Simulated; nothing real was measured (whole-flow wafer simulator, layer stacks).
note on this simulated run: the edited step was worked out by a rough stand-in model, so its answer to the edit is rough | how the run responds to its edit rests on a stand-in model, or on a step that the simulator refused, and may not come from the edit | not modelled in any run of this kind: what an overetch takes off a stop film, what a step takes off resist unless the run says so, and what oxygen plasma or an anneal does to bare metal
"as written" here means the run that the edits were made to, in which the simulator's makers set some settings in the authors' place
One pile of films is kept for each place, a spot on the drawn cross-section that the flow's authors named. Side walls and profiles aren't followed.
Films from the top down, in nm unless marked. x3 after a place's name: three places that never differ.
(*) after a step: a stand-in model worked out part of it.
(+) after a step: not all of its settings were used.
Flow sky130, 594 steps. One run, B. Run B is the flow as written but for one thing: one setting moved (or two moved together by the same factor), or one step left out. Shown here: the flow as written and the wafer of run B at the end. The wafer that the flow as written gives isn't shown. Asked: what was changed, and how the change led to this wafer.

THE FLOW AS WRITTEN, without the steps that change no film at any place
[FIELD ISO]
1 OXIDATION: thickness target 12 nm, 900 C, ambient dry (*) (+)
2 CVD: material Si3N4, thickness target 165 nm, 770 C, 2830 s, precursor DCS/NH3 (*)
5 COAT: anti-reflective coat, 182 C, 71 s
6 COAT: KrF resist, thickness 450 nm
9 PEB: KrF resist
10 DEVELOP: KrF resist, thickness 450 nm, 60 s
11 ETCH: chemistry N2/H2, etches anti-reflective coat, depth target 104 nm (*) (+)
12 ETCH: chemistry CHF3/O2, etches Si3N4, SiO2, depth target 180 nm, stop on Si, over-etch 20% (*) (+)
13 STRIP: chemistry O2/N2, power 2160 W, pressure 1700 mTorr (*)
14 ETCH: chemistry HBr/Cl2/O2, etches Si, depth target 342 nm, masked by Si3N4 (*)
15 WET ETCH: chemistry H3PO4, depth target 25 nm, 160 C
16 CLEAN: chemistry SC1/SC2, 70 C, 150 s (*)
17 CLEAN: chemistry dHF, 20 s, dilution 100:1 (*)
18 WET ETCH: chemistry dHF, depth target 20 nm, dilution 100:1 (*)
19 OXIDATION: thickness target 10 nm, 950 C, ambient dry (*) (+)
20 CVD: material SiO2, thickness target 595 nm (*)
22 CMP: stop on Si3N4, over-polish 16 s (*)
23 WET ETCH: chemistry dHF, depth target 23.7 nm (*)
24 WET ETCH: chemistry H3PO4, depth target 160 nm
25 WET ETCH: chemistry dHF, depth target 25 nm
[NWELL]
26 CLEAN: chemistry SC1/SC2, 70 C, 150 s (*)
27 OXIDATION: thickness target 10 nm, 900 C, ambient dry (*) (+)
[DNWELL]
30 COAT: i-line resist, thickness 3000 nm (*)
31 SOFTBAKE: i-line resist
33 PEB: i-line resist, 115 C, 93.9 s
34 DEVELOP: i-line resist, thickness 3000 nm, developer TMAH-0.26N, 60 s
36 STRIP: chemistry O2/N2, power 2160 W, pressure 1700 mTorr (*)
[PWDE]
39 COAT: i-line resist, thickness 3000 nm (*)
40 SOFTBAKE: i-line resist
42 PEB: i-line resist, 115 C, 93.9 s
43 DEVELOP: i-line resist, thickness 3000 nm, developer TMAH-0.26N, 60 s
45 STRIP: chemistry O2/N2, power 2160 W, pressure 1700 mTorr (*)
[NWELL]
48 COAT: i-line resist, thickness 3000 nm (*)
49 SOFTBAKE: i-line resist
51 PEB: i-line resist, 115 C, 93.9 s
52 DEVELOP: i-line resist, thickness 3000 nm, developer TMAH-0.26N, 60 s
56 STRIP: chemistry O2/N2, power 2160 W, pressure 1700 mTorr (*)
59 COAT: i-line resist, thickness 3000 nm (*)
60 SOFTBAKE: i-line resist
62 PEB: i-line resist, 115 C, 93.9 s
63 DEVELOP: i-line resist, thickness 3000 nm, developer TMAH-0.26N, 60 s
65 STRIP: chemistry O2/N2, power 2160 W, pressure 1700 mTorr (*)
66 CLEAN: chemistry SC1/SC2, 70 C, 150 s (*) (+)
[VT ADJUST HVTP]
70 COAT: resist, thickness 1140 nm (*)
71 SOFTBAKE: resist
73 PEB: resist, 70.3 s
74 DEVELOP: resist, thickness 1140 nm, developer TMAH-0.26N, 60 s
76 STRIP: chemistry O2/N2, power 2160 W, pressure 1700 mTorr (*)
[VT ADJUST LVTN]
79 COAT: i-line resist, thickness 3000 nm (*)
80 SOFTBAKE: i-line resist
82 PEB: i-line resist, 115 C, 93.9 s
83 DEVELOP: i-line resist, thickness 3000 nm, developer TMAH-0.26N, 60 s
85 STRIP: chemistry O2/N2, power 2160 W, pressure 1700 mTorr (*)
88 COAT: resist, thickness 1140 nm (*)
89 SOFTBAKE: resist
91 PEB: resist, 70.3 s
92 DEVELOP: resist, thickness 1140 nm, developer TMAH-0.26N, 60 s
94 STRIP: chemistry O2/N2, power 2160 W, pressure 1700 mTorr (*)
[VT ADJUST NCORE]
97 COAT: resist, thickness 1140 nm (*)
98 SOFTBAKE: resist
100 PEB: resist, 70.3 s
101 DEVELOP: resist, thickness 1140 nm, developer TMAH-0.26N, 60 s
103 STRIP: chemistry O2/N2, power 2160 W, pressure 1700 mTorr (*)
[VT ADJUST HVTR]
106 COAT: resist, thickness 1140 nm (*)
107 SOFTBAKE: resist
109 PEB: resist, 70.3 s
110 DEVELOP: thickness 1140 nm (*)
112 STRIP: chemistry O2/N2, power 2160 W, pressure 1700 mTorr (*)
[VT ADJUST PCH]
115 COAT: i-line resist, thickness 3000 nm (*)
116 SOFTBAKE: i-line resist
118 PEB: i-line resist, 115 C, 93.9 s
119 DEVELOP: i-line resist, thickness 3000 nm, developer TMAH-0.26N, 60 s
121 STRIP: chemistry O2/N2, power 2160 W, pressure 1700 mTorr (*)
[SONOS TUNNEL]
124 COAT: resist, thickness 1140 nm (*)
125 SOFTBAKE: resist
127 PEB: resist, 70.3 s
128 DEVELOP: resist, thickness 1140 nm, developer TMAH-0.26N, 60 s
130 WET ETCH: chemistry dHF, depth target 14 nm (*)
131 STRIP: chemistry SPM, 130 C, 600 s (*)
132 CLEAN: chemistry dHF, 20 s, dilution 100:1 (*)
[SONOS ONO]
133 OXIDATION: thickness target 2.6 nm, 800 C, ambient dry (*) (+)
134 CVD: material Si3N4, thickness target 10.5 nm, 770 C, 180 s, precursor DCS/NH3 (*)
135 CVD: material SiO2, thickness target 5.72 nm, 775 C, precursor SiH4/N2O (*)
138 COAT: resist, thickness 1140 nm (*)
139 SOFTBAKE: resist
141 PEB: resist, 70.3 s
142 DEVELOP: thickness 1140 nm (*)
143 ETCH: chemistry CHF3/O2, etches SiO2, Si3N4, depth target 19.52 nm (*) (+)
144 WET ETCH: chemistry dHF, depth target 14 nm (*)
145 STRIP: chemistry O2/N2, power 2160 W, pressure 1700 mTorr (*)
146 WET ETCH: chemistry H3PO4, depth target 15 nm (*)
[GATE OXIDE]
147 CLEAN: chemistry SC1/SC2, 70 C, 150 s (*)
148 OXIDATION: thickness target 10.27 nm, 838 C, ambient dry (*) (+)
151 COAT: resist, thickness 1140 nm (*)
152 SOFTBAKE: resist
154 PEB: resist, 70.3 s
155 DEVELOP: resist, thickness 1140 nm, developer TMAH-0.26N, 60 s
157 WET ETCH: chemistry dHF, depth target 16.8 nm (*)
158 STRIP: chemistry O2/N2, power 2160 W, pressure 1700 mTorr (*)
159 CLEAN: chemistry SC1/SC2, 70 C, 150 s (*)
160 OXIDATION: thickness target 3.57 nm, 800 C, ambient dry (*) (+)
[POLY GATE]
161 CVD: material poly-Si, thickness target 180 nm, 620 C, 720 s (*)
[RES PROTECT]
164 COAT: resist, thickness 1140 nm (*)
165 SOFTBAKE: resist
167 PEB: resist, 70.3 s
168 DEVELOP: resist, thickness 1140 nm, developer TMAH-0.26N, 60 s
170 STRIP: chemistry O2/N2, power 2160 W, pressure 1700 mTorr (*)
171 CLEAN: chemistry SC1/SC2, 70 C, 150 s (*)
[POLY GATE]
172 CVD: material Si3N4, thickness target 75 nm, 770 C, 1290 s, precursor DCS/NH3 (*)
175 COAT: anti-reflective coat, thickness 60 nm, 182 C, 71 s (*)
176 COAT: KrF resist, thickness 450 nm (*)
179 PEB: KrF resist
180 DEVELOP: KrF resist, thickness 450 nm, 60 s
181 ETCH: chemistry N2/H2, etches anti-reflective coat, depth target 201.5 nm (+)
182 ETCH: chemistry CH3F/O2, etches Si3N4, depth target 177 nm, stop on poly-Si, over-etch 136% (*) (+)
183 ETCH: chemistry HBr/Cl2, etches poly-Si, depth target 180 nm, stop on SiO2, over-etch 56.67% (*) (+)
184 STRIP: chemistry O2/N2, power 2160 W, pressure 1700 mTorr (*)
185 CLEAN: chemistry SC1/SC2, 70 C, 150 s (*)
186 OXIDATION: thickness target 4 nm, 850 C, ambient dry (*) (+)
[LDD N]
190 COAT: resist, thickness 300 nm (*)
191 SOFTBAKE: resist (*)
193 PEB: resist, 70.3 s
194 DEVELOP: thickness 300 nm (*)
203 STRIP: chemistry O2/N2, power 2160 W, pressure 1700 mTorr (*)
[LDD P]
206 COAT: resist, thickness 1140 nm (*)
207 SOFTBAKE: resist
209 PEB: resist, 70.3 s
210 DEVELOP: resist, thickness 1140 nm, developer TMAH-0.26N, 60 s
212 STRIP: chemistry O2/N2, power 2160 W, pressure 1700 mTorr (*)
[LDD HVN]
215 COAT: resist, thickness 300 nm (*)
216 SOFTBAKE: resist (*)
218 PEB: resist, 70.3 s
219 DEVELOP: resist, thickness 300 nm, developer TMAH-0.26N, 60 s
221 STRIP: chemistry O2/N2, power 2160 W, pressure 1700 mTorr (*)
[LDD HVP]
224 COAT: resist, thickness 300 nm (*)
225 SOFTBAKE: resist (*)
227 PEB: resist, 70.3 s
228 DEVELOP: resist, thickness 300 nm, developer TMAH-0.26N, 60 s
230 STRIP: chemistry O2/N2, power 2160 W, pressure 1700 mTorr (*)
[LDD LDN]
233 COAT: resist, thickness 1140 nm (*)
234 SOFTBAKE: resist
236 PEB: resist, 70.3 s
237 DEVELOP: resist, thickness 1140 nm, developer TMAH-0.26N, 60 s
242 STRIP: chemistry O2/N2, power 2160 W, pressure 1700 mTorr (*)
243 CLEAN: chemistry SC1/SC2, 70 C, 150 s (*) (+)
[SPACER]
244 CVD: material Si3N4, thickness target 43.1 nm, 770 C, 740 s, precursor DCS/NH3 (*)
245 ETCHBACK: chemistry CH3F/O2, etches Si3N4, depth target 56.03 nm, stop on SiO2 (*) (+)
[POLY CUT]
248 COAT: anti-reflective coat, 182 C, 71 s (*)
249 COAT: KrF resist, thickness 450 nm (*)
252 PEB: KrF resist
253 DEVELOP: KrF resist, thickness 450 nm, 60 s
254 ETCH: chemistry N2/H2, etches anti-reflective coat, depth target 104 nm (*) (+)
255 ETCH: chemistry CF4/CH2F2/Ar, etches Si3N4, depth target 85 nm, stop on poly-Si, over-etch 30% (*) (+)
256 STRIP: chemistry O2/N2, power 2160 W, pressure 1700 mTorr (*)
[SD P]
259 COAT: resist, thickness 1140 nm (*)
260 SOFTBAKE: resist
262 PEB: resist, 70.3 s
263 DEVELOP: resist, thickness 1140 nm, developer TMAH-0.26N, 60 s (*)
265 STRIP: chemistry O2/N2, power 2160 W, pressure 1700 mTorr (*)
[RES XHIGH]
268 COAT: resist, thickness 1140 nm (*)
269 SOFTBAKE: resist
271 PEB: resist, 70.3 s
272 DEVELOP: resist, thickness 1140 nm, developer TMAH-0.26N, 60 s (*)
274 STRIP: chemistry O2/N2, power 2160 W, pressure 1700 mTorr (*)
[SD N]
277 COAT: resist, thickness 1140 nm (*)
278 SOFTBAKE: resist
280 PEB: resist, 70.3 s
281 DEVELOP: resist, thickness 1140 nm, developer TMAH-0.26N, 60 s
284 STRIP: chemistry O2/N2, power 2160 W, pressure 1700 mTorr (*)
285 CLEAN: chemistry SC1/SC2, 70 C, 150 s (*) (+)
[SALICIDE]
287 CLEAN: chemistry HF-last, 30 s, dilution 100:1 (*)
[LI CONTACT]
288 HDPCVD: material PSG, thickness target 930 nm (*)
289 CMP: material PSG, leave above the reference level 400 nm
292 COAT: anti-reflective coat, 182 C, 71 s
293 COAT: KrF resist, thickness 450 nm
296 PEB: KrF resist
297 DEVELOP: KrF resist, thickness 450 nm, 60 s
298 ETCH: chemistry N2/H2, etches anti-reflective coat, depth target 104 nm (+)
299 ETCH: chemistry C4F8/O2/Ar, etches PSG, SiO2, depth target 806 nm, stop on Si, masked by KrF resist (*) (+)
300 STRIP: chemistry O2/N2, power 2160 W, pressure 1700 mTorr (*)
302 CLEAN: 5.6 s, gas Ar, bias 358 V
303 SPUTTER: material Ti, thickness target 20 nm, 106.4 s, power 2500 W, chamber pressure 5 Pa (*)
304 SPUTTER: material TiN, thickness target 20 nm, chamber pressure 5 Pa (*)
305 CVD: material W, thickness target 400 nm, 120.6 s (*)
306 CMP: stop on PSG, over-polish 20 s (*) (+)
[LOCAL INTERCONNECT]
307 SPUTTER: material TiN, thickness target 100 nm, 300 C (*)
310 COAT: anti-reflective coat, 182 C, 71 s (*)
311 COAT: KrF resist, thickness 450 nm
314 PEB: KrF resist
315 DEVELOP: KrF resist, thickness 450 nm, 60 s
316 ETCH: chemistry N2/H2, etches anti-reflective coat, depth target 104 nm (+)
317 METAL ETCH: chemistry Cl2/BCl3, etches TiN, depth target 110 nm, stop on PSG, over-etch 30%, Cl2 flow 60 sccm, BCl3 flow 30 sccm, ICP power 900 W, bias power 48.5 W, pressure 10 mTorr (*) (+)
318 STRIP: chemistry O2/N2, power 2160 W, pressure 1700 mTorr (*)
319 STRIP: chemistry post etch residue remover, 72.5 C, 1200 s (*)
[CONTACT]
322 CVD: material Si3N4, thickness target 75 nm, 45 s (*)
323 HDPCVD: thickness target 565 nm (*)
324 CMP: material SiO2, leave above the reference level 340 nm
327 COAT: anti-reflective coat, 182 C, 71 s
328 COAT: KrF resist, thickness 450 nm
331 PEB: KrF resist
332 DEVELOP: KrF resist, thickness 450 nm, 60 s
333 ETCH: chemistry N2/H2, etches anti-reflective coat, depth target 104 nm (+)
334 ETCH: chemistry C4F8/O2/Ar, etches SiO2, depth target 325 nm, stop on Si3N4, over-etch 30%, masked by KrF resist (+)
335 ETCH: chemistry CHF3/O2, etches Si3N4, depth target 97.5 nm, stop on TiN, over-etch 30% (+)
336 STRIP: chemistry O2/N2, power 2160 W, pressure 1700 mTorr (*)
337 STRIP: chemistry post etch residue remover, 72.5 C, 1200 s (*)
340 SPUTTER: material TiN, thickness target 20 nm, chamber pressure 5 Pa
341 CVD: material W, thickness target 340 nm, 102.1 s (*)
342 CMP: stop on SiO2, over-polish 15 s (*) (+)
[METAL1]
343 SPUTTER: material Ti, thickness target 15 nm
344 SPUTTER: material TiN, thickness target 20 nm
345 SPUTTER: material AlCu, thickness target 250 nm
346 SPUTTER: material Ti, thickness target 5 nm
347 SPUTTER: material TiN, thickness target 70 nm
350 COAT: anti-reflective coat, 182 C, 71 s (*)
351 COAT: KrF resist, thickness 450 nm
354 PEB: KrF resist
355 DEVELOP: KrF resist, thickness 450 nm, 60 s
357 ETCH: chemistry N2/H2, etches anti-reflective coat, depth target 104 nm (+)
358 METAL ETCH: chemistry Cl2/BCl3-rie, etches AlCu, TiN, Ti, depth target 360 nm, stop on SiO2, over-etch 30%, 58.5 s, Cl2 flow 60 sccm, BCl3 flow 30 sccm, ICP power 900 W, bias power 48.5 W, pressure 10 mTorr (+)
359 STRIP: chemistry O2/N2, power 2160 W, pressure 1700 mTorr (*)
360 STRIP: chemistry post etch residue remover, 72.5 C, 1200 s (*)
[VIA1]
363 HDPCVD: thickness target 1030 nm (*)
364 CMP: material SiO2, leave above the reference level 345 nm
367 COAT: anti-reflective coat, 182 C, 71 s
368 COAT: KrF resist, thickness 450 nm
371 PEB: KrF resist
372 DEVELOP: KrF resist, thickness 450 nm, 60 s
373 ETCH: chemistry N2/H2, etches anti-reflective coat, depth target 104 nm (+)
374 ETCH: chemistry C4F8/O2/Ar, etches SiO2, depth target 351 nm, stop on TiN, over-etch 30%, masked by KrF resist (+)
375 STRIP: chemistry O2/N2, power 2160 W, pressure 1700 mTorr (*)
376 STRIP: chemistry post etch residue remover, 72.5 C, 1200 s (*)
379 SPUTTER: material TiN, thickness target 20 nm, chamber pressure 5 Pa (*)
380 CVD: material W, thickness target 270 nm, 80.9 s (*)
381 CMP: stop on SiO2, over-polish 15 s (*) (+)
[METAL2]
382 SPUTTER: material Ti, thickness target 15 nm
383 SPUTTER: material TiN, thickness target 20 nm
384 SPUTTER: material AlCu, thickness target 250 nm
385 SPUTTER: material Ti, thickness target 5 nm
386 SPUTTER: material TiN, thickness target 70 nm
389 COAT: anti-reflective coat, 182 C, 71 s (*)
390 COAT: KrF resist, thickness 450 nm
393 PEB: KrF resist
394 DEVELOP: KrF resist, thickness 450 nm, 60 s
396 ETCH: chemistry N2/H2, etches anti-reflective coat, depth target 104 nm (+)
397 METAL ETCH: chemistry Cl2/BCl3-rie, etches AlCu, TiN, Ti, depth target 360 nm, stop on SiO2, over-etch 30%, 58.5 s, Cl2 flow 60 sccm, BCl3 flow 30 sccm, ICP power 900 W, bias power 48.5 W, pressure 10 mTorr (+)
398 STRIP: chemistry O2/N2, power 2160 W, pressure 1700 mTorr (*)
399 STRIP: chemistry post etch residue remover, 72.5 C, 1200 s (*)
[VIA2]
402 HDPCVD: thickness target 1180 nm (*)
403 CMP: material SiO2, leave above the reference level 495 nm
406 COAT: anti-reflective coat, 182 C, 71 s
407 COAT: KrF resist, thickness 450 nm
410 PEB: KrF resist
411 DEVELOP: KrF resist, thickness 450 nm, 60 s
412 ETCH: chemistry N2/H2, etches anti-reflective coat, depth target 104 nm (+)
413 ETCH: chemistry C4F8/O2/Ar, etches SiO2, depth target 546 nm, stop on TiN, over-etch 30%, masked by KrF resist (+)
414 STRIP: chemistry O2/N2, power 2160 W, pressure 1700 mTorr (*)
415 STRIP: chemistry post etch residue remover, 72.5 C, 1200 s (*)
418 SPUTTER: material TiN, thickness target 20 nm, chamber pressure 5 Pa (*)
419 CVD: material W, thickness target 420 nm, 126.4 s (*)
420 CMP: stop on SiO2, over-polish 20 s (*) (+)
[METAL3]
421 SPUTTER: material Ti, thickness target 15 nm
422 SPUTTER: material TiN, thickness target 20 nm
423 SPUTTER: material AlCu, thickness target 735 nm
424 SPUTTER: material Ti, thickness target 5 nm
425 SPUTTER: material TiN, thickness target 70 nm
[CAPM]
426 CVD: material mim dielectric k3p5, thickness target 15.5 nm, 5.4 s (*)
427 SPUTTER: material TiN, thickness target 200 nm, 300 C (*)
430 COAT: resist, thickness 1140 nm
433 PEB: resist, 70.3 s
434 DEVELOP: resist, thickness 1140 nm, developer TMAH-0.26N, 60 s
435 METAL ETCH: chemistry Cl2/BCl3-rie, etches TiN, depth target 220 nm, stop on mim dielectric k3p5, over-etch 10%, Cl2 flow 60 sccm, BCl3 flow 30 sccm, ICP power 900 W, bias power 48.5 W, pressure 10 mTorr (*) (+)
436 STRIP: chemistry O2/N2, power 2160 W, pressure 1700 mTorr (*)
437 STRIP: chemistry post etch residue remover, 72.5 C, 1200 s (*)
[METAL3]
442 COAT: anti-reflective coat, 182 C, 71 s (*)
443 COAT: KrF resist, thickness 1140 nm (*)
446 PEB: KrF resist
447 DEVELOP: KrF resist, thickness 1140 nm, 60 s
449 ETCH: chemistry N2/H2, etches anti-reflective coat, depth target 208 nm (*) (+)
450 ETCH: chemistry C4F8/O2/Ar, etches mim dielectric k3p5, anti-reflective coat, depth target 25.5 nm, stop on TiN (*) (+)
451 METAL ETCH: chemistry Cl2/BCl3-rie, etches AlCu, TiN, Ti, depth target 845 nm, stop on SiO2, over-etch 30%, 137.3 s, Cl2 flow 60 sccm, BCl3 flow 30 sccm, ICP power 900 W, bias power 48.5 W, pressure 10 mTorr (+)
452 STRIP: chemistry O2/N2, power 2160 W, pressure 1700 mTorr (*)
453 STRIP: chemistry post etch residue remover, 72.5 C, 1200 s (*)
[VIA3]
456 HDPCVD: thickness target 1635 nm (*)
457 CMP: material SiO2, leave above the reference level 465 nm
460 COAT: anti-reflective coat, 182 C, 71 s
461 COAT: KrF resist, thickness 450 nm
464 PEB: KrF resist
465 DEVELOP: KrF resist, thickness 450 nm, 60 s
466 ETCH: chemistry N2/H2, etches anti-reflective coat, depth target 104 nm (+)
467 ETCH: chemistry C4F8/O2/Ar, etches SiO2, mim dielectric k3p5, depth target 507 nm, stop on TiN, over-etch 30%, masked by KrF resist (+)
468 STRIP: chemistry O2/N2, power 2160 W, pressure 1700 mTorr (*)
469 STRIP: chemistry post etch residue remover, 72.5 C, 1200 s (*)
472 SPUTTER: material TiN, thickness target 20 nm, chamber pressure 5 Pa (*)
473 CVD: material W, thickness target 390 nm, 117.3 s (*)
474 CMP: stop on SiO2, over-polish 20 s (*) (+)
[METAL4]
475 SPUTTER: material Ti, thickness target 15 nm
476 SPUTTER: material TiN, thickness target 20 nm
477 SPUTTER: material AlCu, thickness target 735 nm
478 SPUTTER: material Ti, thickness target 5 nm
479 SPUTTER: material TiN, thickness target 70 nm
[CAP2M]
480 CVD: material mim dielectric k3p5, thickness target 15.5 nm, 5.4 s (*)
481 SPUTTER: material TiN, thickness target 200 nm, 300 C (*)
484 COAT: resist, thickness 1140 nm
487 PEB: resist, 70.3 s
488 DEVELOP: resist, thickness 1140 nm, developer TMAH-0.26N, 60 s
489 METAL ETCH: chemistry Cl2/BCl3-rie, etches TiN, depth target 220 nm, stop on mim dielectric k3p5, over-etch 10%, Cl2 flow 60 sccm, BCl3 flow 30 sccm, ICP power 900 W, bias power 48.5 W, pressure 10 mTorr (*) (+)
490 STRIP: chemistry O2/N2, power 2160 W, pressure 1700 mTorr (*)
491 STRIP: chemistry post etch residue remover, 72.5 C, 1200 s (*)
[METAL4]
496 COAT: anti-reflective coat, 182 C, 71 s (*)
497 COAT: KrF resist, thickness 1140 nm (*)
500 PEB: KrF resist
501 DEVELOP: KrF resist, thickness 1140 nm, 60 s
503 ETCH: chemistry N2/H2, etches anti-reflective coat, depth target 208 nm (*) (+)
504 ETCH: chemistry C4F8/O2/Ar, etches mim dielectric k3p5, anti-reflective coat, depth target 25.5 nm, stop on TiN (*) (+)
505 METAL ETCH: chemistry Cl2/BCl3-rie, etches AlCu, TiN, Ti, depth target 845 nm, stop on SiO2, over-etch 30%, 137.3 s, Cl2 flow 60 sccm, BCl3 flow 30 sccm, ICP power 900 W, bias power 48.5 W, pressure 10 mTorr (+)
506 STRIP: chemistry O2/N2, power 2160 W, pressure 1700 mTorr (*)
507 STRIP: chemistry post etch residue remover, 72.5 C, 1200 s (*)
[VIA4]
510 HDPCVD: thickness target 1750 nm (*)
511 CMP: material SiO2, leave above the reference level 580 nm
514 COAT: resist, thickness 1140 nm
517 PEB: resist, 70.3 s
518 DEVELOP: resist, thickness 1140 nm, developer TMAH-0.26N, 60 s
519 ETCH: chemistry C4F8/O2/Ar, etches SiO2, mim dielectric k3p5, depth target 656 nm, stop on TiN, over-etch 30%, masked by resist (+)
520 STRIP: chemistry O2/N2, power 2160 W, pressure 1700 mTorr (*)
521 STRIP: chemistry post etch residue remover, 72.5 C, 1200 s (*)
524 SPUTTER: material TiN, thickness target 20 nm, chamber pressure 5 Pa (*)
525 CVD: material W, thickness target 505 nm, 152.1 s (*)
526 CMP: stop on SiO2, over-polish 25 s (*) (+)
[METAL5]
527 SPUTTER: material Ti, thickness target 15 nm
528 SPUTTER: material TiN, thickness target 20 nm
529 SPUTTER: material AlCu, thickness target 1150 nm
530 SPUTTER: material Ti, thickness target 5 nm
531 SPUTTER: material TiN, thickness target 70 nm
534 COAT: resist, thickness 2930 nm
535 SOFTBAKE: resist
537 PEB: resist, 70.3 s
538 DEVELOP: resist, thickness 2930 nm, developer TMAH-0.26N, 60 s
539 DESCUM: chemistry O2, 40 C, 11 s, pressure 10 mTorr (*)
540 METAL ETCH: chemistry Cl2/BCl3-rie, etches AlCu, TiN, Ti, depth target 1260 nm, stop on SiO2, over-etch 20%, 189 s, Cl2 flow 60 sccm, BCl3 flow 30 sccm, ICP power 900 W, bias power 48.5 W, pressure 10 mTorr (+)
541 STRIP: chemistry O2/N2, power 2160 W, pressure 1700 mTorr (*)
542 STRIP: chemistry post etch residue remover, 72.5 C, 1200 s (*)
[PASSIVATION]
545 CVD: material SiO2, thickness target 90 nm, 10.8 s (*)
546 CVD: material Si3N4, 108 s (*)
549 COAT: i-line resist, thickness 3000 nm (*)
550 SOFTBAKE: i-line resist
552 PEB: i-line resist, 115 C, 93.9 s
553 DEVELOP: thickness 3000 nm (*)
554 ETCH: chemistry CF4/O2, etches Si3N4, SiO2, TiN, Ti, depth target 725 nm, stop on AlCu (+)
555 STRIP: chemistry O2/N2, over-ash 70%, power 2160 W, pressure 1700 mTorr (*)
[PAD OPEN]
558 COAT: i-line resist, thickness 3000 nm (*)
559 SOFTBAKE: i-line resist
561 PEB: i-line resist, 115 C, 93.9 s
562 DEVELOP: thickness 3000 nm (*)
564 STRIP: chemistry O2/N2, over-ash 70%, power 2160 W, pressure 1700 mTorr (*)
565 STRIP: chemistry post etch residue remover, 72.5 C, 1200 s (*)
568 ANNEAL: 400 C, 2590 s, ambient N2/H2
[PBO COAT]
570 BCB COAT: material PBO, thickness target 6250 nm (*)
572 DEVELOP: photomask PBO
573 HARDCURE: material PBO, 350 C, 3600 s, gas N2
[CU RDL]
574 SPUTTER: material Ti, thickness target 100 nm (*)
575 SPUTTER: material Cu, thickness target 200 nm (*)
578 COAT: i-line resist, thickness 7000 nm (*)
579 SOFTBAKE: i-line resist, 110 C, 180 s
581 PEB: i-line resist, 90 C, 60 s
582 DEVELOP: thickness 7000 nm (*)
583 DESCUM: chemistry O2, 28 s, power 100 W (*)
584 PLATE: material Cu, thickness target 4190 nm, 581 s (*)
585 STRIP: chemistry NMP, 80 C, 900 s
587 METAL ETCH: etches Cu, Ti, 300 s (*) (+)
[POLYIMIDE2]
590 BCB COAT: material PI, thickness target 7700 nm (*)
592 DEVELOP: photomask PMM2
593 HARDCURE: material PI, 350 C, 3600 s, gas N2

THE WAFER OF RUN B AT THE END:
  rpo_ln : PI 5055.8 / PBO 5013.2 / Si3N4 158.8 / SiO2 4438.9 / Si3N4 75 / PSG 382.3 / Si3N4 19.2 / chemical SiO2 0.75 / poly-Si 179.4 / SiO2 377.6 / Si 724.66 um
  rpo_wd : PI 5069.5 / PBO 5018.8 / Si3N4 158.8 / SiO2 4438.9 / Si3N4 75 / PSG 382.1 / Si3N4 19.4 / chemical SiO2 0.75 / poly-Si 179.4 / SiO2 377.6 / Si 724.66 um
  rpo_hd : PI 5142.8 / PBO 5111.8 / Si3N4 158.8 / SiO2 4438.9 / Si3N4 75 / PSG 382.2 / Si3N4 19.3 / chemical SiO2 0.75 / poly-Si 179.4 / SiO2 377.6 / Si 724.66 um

The cause: step 255, ETCH: depth target 41.6 nm was run, where the flow has depth target 85 nm.

How the change led to this, step by step:
  255 ETCH: chemistry CF4/CH2F2/Ar, etches Si3N4, depth target 85 nm, stop on poly-Si, over-etch 30% (*) (+)
      rpo_wd, rxpo_wd: Si3N4 -41.6 (as written it would be: Si3N4 -61.6 (all of it), chemical SiO2 -0.75 (all of it))
      poly_licon: Si3N4 -41.6 (as written it would be: Si3N4 -61.9 (all of it), chemical SiO2 -0.76 (all of it))
      (and at 187 more places)
  256 STRIP: chemistry O2/N2, power 2160 W, pressure 1700 mTorr (*)
      poly_licon, rpo_ln, rpo_wd, rpo_hd, rpo_hd_licon, rxpo_ln, rxpo_wd: nothing (as written it would be: chemical SiO2 +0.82 (new film), poly-Si -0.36)
      dice_street, dep_dnw_sti, iso_dnw_wall, grade_field_poly, de16_nwb_sti: KrF resist -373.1 (all of it), anti-reflective coat -80 (all of it) (as written it would be: KrF resist -353.2 (all of it), anti-reflective coat -80 (all of it))
      (and at 178 more places)
  260 SOFTBAKE: resist
      mim: resist +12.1 (as written it would be: resist +10.8)
      npn11_xb: resist +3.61 (as written it would be: resist +3.01)
      (and at 11 more places)
  269 SOFTBAKE: resist
      mim: resist +12.1 (as written it would be: resist +10.8)
      npn11_xb: resist +3.61 (as written it would be: resist +3.01)
      (and at 11 more places)
  278 SOFTBAKE: resist
      mim: resist +12.1 (as written it would be: resist +10.8)
      nw_fld__w1: resist +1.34 (as written it would be: resist +0.73)
      (and at 12 more places)
  287 CLEAN: chemistry HF-last, 30 s, dilution 100:1 (*)
      rpo_ln, rpo_wd, rpo_hd, rpo_hd_licon, rxpo_ln, rxpo_wd: Si3N4 -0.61 (as written it would be: chemical SiO2 -0.77 (all of it))
      poly_licon: Si3N4 -0.61 (as written it would be: chemical SiO2 -0.76 (all of it))
  289 CMP: material PSG, leave above the reference level 400 nm
      rpo_wd, rpo_hd, rxpo_wd: PSG -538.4 (as written it would be: PSG -517.7)
      poly_licon, rpo_hd_licon: PSG -538.7 (as written it would be: PSG -517.7)
      (and at 2 more places)
  299 ETCH: chemistry C4F8/O2/Ar, etches PSG, SiO2, depth target 806 nm, stop on Si, masked by KrF resist (*) (+)
      poly_licon: PSG -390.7 (all of it), Si3N4 -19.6 (all of it), chemical SiO2 -0.76 (all of it) (as written it would be: PSG -411.7 (all of it))
      rpo_hd_licon: PSG -390.7 (all of it), Si3N4 -19.6 (all of it), chemical SiO2 -0.75 (all of it) (as written it would be: PSG -411.7 (all of it))
  306 CMP: stop on PSG, over-polish 20 s (*) (+)
      poly_licon: W -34 (as written it would be: W -33.3)
